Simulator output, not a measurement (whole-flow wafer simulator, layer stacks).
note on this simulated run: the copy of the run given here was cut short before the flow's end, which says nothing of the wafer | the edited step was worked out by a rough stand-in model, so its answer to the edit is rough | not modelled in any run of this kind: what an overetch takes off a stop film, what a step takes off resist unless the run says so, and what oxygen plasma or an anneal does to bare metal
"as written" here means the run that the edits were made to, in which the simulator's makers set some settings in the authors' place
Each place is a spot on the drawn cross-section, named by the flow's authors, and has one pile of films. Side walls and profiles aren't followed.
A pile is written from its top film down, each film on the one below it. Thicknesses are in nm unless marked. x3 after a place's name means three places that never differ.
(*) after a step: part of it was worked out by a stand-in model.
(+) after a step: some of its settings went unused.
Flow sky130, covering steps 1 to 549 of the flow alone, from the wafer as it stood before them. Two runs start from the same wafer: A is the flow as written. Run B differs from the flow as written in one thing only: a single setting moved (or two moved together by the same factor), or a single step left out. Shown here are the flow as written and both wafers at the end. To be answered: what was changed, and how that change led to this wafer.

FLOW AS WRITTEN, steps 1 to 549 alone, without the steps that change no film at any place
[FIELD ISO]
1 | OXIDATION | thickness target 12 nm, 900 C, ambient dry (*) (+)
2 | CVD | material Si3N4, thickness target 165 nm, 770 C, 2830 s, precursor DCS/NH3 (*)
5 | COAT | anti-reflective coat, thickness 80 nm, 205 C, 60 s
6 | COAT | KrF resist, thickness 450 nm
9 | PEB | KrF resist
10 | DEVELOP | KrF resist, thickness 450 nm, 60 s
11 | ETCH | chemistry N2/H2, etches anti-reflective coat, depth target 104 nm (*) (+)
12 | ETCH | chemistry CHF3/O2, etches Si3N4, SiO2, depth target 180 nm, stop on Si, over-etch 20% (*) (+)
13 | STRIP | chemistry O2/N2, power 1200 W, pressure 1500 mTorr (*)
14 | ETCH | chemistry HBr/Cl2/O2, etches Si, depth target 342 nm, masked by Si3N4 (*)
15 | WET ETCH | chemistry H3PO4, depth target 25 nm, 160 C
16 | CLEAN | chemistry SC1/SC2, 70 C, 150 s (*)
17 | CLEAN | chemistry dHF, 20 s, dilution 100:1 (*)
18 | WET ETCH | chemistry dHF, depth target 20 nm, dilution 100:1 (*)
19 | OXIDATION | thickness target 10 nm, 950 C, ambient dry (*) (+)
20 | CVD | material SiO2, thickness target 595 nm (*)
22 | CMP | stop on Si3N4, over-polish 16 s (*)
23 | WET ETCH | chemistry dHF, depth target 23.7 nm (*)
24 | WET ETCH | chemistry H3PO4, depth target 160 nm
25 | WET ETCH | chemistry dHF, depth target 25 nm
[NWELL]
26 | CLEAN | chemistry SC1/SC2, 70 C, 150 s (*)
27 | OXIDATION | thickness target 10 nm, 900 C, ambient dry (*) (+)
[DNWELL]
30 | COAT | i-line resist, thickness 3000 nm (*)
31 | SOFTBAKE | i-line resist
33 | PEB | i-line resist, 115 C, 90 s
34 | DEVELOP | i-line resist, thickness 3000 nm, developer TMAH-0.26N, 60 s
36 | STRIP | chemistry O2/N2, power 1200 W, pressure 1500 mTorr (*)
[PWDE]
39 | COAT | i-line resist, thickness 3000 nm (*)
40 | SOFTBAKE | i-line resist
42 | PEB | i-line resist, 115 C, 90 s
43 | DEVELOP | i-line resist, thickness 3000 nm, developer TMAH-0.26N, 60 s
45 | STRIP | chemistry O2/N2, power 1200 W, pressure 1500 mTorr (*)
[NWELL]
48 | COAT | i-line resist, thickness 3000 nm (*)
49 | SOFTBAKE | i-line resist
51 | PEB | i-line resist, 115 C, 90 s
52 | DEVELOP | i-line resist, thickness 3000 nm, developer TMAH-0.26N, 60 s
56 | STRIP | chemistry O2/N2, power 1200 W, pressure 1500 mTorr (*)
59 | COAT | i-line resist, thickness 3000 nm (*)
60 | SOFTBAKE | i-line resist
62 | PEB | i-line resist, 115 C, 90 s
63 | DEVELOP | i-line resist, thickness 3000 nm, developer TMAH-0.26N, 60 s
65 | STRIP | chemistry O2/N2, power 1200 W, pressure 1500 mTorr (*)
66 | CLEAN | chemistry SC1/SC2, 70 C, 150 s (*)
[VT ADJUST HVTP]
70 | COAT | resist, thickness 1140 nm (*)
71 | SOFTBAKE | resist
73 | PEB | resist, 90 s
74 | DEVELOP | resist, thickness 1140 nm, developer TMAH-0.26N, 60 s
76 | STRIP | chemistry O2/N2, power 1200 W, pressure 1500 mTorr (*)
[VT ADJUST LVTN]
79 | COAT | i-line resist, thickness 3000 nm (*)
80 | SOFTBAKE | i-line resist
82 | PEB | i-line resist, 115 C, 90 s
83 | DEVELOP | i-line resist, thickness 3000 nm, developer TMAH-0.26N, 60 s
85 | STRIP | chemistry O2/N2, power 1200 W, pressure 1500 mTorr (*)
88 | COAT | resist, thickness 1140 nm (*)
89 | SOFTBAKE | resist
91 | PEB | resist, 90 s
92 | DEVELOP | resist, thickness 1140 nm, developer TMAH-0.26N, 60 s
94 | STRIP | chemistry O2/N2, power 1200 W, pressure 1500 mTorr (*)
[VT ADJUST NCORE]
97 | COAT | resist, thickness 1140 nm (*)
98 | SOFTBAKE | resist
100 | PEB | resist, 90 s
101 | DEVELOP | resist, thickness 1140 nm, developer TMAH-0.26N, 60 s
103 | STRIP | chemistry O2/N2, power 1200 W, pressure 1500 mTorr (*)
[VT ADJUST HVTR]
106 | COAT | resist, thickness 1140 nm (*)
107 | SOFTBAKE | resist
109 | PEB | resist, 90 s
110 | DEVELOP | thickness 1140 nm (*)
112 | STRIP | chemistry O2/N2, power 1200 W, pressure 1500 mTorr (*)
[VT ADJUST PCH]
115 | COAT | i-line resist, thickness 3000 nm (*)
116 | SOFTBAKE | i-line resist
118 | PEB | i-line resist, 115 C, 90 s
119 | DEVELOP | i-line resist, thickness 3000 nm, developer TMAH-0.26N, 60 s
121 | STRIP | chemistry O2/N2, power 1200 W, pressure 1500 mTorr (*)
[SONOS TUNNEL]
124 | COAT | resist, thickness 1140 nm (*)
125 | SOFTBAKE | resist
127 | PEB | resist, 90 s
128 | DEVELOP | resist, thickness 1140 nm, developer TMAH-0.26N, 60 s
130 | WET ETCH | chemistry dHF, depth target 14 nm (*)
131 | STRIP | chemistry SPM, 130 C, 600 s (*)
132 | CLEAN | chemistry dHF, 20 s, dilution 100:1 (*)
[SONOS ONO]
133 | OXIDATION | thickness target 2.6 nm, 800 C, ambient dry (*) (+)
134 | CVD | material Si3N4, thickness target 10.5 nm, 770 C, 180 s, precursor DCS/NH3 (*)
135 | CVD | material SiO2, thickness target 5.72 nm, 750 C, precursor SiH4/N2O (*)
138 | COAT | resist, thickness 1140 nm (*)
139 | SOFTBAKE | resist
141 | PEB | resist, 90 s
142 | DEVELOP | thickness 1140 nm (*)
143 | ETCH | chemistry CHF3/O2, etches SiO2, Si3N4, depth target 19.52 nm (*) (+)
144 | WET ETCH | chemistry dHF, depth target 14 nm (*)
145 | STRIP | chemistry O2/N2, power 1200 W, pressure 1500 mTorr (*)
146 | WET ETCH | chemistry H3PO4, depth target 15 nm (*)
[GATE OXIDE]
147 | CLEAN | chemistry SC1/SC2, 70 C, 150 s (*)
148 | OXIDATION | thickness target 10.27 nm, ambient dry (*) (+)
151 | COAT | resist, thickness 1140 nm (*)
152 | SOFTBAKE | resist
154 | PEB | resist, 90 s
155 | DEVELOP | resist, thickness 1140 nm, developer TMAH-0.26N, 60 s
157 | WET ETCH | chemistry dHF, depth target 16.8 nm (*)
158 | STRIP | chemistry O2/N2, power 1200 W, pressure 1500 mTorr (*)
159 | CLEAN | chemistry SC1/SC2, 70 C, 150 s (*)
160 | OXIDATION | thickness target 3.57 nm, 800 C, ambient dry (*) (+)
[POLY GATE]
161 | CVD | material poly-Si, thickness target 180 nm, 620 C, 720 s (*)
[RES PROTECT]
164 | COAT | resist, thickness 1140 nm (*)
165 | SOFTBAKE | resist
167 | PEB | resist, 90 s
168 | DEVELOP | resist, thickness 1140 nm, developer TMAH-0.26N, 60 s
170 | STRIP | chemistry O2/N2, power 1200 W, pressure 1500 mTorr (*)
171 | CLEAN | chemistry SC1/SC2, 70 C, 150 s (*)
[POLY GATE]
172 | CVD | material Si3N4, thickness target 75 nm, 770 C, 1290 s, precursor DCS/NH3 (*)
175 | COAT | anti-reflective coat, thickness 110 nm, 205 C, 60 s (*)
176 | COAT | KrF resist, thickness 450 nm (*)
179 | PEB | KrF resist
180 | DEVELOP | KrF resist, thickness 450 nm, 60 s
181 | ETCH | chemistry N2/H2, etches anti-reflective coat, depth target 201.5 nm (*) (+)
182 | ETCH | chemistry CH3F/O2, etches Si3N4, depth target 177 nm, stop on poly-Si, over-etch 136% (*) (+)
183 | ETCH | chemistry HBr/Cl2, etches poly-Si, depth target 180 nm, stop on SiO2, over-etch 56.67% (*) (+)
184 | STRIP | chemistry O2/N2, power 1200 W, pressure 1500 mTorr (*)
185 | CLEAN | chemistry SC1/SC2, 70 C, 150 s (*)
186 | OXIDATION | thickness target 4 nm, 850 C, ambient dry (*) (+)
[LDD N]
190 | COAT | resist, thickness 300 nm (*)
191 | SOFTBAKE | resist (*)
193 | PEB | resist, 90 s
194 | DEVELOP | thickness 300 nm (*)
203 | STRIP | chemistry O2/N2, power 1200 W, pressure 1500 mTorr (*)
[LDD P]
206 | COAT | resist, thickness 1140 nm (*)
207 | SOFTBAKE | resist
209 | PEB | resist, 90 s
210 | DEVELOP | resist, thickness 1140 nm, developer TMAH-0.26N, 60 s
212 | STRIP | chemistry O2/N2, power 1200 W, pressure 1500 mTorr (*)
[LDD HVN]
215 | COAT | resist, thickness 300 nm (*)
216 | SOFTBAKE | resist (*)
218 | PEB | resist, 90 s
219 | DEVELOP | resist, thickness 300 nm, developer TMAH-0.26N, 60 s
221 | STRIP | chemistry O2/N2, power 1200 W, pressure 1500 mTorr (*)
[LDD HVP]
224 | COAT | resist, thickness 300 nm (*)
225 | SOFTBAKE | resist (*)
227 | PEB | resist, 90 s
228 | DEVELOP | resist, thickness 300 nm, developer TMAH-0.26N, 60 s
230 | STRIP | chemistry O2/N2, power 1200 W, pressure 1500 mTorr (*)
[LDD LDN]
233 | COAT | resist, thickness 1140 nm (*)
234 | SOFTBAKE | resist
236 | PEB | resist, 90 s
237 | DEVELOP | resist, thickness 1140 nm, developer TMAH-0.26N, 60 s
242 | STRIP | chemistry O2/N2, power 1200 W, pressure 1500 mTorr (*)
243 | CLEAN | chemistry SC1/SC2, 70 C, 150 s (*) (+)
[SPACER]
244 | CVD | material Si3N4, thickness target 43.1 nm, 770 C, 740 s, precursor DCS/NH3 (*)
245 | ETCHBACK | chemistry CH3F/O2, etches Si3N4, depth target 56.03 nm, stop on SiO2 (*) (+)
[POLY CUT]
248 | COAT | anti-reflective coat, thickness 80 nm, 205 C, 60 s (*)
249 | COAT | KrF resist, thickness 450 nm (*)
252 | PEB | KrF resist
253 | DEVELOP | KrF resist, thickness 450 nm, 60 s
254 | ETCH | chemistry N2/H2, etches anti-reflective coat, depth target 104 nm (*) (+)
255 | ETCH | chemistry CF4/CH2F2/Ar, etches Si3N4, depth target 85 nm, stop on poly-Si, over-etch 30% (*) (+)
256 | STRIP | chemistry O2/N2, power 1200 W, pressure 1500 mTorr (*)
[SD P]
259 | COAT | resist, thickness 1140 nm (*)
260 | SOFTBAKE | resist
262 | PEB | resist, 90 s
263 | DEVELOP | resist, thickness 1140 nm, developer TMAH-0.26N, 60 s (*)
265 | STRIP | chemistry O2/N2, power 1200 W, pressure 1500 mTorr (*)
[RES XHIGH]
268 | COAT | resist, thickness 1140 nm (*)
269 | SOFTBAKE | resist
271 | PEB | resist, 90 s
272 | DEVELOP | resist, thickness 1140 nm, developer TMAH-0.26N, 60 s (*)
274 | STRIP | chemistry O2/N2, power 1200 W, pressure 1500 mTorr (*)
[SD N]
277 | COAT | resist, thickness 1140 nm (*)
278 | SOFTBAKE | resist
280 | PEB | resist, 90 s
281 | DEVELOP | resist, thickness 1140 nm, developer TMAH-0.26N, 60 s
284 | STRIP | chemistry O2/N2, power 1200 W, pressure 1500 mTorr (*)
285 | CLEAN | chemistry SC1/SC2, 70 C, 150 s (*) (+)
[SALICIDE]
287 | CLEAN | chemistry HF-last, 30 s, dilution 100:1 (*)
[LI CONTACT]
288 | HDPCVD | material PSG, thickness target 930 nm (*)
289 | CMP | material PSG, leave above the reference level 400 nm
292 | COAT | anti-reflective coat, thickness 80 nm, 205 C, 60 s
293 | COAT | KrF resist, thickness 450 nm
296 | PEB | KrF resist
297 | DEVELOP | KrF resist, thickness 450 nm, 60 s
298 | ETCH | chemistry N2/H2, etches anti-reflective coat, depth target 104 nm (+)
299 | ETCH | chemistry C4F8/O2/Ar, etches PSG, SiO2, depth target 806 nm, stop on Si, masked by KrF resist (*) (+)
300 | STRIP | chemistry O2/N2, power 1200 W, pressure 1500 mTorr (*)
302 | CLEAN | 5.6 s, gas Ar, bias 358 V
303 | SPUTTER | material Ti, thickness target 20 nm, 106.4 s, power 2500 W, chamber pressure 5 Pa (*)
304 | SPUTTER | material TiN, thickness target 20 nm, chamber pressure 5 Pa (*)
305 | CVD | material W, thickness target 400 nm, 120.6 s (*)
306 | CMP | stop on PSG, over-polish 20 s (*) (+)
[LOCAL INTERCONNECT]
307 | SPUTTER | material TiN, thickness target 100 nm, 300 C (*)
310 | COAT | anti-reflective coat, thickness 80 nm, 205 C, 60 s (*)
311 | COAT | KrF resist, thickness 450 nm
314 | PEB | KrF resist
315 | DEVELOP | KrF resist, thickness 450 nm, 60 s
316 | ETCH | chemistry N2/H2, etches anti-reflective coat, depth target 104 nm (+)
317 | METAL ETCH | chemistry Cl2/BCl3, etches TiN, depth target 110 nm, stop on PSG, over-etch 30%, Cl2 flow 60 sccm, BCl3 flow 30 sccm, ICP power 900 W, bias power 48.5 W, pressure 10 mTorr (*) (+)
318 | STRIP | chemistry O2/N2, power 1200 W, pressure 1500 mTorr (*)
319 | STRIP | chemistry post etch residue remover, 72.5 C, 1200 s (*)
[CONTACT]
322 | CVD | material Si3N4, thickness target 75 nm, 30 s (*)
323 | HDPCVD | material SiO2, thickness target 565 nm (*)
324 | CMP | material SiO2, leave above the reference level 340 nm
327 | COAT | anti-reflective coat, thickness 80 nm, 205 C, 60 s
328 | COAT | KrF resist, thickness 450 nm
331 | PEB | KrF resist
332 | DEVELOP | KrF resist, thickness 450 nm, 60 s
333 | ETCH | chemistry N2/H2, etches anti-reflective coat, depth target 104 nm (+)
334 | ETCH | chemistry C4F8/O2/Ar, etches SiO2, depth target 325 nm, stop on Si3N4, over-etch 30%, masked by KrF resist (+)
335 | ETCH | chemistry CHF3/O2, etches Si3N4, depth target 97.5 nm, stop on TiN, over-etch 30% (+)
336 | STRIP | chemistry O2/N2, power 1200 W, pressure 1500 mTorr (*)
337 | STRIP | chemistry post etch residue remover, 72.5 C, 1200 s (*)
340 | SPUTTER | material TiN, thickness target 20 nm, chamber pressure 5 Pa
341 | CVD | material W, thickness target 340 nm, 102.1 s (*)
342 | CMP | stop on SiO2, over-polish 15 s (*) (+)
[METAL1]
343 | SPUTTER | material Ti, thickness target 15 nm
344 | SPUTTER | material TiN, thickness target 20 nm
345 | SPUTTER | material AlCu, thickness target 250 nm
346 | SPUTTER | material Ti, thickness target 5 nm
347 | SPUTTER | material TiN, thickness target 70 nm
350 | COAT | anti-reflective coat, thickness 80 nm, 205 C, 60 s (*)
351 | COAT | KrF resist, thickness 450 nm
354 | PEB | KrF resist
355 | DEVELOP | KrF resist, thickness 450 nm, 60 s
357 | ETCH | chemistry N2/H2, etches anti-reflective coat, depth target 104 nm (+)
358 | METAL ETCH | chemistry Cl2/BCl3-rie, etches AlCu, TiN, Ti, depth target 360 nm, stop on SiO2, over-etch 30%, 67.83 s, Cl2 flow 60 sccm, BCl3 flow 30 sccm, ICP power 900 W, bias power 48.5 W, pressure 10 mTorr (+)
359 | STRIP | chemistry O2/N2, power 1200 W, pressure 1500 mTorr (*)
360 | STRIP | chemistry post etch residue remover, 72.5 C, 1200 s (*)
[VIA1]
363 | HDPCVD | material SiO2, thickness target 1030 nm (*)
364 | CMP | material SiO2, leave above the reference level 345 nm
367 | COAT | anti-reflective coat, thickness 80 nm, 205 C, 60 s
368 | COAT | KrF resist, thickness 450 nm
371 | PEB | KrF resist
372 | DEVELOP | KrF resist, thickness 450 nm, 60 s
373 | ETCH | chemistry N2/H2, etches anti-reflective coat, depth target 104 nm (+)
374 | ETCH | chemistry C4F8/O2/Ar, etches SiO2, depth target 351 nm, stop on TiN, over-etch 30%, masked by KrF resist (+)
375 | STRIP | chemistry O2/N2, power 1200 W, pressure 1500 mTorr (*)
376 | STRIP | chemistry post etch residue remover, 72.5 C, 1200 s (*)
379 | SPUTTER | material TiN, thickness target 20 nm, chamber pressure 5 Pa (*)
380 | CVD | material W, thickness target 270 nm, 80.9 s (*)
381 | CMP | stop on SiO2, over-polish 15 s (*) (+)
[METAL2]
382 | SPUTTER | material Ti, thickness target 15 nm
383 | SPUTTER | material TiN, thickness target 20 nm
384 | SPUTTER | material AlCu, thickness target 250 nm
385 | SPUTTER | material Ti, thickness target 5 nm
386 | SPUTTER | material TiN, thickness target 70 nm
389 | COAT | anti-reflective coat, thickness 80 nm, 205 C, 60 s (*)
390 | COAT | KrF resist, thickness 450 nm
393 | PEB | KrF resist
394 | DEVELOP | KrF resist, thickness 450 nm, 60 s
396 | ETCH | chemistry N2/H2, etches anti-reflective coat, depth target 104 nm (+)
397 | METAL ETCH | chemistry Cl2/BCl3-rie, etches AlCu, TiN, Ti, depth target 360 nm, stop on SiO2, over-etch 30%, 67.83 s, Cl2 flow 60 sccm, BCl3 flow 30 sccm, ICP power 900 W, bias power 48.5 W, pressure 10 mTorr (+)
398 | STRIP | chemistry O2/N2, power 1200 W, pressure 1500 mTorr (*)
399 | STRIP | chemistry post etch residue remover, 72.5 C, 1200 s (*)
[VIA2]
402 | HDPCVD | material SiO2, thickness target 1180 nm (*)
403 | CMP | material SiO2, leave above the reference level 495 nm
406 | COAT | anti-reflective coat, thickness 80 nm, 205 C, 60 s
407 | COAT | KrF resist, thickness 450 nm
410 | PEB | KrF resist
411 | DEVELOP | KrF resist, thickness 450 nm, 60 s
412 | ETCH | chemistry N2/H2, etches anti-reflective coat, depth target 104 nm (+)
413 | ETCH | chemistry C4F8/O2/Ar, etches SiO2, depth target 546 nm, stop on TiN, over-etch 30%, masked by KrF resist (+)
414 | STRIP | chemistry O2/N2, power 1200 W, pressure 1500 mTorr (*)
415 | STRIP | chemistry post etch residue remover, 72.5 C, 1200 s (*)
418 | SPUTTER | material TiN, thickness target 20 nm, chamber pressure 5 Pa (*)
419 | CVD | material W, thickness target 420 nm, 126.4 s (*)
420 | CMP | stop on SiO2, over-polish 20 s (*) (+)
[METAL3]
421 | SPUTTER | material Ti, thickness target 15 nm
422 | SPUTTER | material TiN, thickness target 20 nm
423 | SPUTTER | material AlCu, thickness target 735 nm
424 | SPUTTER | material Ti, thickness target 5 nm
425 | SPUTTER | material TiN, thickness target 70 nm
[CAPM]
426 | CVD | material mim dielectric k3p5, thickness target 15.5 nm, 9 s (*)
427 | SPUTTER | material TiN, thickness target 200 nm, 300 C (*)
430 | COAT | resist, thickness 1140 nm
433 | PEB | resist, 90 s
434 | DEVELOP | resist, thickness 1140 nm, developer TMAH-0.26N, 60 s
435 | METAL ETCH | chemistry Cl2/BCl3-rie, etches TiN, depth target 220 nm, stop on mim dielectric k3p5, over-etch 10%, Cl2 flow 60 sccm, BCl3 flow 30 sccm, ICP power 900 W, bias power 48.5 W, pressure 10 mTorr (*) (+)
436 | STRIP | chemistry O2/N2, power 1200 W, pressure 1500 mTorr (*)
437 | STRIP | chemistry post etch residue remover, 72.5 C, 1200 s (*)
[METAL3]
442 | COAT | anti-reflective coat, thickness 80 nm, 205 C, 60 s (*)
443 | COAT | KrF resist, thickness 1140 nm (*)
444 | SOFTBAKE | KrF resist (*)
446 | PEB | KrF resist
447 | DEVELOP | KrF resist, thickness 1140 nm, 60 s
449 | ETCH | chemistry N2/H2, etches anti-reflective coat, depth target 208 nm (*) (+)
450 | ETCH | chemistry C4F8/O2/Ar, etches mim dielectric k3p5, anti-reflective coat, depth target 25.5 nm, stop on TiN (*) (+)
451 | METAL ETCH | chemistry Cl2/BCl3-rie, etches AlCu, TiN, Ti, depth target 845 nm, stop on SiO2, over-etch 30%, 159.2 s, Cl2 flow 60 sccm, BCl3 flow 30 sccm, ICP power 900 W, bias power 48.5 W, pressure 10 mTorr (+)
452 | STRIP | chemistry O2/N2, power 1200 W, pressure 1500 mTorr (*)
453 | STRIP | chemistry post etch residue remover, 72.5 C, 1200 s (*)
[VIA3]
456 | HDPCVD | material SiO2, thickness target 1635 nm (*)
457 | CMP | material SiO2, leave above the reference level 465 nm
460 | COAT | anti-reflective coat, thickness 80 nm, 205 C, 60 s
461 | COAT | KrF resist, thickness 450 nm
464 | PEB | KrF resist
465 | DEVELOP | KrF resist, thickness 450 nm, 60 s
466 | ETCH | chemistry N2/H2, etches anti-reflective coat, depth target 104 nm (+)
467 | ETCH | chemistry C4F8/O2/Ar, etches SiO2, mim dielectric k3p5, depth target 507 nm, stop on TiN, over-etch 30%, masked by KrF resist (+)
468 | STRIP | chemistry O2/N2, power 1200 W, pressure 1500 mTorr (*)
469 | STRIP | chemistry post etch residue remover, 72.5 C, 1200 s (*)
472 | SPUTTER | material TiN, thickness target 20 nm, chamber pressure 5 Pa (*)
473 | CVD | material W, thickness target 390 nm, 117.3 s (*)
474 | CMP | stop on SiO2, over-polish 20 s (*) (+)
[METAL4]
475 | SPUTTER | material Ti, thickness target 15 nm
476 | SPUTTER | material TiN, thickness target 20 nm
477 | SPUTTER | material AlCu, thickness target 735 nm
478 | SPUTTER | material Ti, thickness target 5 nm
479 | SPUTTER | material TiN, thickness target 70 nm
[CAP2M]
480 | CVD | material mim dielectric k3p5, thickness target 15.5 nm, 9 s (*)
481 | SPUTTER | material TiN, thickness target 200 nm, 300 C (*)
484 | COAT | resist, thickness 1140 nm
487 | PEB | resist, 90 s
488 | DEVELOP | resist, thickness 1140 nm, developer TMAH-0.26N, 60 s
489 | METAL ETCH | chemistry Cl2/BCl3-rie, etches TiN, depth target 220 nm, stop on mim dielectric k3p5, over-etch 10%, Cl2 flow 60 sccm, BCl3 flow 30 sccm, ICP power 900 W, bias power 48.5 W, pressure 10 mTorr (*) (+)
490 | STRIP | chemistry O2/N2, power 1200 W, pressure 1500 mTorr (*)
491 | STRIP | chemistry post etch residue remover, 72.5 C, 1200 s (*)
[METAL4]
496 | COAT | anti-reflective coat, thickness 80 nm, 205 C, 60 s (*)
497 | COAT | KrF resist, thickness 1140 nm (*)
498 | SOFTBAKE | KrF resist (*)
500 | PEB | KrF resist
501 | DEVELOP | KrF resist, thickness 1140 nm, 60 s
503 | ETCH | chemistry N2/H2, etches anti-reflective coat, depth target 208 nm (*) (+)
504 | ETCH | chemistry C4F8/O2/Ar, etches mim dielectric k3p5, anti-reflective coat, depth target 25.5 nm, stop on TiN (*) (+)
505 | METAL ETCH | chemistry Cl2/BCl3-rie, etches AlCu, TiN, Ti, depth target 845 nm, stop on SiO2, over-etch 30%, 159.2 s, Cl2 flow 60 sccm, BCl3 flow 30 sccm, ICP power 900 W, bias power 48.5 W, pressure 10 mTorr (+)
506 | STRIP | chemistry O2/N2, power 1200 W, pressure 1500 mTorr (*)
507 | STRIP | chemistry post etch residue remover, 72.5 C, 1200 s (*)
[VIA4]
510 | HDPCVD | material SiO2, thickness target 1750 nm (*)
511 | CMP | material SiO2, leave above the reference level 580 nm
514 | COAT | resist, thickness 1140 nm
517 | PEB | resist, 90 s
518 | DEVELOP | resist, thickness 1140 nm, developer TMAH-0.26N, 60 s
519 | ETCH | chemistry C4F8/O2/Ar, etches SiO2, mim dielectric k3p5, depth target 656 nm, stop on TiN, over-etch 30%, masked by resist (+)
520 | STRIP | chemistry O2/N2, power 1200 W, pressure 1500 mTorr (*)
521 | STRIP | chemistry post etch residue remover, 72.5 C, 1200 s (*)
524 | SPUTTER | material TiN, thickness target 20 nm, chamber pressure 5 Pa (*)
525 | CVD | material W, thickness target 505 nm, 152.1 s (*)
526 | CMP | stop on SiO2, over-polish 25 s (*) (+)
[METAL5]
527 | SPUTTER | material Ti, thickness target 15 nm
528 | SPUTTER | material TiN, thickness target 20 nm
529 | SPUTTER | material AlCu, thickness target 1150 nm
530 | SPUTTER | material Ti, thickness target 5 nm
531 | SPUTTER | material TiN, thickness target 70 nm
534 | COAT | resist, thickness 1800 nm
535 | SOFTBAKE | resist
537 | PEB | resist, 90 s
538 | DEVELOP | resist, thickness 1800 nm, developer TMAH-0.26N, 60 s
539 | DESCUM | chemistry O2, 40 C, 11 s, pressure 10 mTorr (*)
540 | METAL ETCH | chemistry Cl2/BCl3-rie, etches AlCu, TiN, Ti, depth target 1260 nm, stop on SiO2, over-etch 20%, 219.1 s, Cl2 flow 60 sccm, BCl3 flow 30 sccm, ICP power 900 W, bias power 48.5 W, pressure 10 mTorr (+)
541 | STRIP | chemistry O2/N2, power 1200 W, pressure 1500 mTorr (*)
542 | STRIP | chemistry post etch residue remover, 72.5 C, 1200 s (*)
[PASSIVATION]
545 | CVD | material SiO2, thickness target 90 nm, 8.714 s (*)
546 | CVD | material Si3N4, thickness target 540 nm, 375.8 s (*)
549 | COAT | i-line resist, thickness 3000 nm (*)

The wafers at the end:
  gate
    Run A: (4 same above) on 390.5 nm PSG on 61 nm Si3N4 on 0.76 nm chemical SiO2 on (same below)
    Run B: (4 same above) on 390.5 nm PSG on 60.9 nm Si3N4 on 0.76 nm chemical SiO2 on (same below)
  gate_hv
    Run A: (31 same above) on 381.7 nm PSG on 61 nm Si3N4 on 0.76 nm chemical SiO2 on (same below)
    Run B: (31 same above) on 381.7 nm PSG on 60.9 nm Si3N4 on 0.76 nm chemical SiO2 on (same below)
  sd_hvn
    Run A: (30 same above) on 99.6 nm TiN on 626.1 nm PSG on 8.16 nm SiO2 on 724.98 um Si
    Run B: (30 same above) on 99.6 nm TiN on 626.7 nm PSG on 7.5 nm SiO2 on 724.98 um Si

The reason: step 285, CLEAN: 209 s was run, though the flow has 150 s; step 287, CLEAN: 41.9 s was run, where the flow has 30 s.

Step by step, how the change led to this:
  287 | CLEAN | chemistry HF-last, 30 s, dilution 100:1 (*)
      field, mim, iso_guard and 62 more: A SiO2 loses 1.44 | B SiO2 loses 2.01
      active, p_well, sd_n and 38 more: A SiO2 loses 1.31 | B SiO2 loses 1.83
  299 | ETCH | chemistry C4F8/O2/Ar, etches PSG, SiO2, depth target 806 nm, stop on Si, masked by KrF resist (*) (+)
      contact, ndiff_licon, ndiff_licon_cpp: A PSG loses 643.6 (all of it), SiO2 loses 1.16 (all of it) | B PSG loses 644.2 (all of it), SiO2 loses 0.5 (all of it)
